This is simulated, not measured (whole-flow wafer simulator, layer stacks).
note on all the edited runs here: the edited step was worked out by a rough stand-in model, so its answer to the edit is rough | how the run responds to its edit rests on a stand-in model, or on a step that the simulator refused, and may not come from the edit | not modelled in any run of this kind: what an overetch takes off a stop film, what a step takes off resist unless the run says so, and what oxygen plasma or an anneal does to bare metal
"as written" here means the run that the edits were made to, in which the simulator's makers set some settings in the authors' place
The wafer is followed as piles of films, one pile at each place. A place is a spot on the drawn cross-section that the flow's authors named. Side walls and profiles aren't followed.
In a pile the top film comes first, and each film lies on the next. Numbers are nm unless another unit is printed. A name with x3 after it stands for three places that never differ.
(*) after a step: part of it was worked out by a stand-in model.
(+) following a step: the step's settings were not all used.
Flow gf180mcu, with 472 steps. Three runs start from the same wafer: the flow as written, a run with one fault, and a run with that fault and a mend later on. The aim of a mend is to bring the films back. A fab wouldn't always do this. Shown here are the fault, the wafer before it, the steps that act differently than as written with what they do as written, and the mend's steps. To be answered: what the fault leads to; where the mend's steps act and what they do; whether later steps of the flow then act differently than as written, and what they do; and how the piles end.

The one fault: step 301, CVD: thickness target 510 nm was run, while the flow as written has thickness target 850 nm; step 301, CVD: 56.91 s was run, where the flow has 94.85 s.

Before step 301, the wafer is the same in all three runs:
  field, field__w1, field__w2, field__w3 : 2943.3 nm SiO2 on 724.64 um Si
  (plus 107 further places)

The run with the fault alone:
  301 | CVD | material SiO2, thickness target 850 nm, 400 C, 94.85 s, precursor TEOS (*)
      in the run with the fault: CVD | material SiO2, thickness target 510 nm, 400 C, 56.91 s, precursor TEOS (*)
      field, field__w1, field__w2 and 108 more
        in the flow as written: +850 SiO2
        in the run with the fault: +517.3 SiO2
  Later steps of the flow acting differently than as written (not shown: 6 more steps that differ only slightly, by at most 2% or 0.5 nm, whichever is larger):
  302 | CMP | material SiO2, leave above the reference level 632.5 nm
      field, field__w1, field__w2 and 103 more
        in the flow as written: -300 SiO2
        in the run with the fault: nothing
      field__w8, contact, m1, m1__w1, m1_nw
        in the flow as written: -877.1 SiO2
        in the run with the fault: -544.4 SiO2
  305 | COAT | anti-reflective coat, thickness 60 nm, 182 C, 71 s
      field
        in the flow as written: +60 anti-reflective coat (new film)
        in the run with the fault: +72.8 anti-reflective coat (new film)
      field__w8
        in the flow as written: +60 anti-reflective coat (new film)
        in the run with the fault: +41.3 anti-reflective coat (new film)
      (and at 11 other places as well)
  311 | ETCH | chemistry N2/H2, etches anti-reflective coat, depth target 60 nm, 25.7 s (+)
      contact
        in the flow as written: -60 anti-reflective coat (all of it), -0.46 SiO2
        in the run with the fault: -41.6 anti-reflective coat (all of it), -0.93 SiO2
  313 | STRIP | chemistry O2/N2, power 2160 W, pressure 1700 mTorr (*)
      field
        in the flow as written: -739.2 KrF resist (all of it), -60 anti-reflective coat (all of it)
        in the run with the fault: -732.6 KrF resist (all of it), -72.8 anti-reflective coat (all of it)
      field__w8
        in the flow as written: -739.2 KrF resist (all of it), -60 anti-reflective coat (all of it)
        in the run with the fault: -736.1 KrF resist (all of it), -41.3 anti-reflective coat (all of it)
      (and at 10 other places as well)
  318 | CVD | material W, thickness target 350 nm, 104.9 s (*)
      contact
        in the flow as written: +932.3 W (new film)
        in the run with the fault: +899.3 W (new film)
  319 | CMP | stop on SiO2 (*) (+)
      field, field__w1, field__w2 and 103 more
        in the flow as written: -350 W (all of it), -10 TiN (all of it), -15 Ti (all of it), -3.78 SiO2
        in the run with the fault: -350 W (all of it), -10 TiN (all of it), -2.32 Ti
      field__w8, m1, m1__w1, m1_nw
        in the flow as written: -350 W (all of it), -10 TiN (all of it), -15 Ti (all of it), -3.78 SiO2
        in the run with the fault: -350 W (all of it), -10 TiN (all of it), -15 Ti (all of it), -20 SiO2
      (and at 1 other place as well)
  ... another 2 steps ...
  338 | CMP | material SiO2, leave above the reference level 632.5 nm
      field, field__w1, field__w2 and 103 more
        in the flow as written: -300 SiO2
        in the run with the fault: -287.3 SiO2
  At field__w8, contact, m1, m1__w1, m1_nw, the piles at the end differ from the flow's by more than 2% or 0.5 nm, whichever is larger.
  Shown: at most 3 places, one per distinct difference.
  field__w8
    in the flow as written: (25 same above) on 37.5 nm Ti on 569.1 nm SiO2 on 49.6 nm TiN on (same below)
    in the run with the fault: (25 same above) on 37.5 nm Ti on 552.9 nm SiO2 on 49.6 nm TiN on (same below)
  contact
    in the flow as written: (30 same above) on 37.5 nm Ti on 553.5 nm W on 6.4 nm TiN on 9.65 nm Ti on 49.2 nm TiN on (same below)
    in the run with the fault: (30 same above) on 37.5 nm Ti on 537 nm W on 6.53 nm TiN on 9.84 nm Ti on 49.2 nm TiN on (same below)

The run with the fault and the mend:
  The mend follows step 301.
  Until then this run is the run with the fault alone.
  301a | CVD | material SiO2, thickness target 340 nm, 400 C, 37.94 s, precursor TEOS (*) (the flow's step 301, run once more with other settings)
      field, field__w1, field__w2 and 108 more
        +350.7 SiO2
  Later steps of the flow acting differently than as written:
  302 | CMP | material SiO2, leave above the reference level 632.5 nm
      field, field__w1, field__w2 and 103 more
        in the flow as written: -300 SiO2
        in the run with the mend: -318 SiO2
  At every place that both follow, the piles at the end match the flow's.
